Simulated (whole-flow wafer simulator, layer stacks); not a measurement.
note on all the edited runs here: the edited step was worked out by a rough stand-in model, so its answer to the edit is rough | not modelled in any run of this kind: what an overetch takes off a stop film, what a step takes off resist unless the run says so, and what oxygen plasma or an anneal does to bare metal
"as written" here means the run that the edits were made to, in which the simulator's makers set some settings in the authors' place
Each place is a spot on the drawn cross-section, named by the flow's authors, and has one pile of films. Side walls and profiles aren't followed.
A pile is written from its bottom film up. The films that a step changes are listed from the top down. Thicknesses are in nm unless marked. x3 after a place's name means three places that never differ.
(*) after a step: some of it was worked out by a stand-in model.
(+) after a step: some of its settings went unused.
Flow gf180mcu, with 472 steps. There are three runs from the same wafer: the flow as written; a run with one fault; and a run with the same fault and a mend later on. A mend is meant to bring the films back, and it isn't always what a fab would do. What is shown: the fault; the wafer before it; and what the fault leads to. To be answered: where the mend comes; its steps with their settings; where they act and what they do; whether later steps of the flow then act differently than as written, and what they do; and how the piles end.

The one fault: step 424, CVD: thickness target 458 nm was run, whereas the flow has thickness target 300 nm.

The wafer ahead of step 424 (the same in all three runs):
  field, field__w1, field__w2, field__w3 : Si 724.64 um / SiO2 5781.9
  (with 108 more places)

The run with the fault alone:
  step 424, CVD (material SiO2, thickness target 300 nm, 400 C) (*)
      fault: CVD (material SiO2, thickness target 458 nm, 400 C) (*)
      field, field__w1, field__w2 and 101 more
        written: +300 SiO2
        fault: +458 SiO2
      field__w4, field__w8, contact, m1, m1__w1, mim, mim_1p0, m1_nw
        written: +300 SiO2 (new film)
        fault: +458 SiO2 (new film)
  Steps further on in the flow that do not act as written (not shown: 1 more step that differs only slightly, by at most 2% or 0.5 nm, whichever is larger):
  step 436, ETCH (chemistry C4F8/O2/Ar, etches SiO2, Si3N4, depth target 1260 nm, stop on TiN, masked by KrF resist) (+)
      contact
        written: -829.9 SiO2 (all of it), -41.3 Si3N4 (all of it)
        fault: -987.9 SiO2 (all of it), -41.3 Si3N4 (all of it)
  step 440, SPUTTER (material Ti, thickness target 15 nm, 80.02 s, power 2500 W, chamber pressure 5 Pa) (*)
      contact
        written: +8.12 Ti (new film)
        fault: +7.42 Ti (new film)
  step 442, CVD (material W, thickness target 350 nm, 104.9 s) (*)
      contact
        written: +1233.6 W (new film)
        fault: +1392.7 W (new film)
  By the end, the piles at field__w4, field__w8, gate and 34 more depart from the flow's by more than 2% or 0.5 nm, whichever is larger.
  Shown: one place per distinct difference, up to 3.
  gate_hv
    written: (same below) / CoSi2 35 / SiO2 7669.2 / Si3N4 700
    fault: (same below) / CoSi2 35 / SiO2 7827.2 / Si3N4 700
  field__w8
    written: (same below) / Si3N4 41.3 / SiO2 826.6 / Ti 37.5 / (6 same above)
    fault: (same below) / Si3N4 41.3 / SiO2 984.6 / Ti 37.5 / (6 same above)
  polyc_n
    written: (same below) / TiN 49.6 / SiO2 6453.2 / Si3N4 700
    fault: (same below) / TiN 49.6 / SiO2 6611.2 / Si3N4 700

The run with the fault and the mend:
  The mend follows step 424.
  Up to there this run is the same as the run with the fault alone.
  step 424a, WET ETCH (chemistry dHF, depth target 158 nm, 25 C, dilution 100:1) (the flow's step 17, run once more with other settings)
      field, field__w1, field__w2 and 109 more
        -158 SiO2
  Later steps of the flow that are run all act as written at every place that is followed.
  By the end, the piles equal the flow's at every place that both follow.
